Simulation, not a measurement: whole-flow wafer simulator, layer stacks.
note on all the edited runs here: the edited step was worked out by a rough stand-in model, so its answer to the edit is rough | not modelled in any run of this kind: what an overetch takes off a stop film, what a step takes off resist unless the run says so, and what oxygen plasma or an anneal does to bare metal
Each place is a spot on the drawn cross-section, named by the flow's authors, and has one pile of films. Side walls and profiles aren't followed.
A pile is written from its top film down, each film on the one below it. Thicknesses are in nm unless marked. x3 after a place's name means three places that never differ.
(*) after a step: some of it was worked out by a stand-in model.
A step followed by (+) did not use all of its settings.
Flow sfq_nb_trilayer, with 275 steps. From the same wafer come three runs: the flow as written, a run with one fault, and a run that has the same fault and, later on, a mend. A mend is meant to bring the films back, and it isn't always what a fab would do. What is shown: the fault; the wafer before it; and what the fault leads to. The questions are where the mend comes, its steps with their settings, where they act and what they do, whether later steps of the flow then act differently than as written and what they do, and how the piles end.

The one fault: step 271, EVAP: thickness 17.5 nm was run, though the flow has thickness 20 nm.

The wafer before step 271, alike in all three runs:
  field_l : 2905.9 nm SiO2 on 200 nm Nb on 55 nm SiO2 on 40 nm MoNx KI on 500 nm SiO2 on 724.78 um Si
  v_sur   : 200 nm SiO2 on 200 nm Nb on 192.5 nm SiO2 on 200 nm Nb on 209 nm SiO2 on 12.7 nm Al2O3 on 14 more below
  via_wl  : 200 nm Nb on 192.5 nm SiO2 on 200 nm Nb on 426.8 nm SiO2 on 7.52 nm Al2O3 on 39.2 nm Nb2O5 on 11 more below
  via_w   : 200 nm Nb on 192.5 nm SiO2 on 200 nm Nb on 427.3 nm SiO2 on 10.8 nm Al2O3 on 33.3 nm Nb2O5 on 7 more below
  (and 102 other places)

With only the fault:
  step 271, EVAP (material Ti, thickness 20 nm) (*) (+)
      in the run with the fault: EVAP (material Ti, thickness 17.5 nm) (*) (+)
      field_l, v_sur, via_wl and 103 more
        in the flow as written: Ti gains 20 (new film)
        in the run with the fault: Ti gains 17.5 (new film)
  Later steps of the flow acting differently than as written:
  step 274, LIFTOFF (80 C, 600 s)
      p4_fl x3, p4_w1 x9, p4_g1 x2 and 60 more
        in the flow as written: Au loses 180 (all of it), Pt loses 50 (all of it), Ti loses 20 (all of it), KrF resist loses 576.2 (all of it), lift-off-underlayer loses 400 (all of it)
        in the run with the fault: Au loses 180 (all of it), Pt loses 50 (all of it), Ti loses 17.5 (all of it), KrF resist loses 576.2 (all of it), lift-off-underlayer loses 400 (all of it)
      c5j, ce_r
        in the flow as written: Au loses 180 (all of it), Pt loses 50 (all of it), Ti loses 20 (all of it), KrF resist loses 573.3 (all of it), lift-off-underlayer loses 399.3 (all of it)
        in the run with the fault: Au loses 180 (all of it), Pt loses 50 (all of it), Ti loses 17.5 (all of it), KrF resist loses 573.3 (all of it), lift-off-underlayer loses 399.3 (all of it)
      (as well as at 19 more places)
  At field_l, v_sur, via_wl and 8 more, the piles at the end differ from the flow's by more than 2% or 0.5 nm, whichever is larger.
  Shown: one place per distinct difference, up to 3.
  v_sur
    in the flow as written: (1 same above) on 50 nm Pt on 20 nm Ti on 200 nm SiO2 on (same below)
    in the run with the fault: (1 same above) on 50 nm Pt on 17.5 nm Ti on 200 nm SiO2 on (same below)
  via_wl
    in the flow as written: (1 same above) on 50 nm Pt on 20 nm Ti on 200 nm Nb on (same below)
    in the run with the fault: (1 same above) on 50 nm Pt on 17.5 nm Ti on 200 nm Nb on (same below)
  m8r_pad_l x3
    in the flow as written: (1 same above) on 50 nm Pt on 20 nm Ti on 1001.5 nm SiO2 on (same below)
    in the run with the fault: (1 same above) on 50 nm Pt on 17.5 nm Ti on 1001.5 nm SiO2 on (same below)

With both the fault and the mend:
  After step 271 comes the mend.
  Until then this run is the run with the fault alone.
  step 271a, EVAP (material Ti, thickness 2.5 nm) (*) (+) (the flow's step 271, run once more with other settings)
      field_l, v_sur, via_wl and 103 more
        Ti gains 2.5
  None of the later steps of the flow acts differently than as written at any place that is followed.
  At every place that both follow, the piles at the end match the flow's.
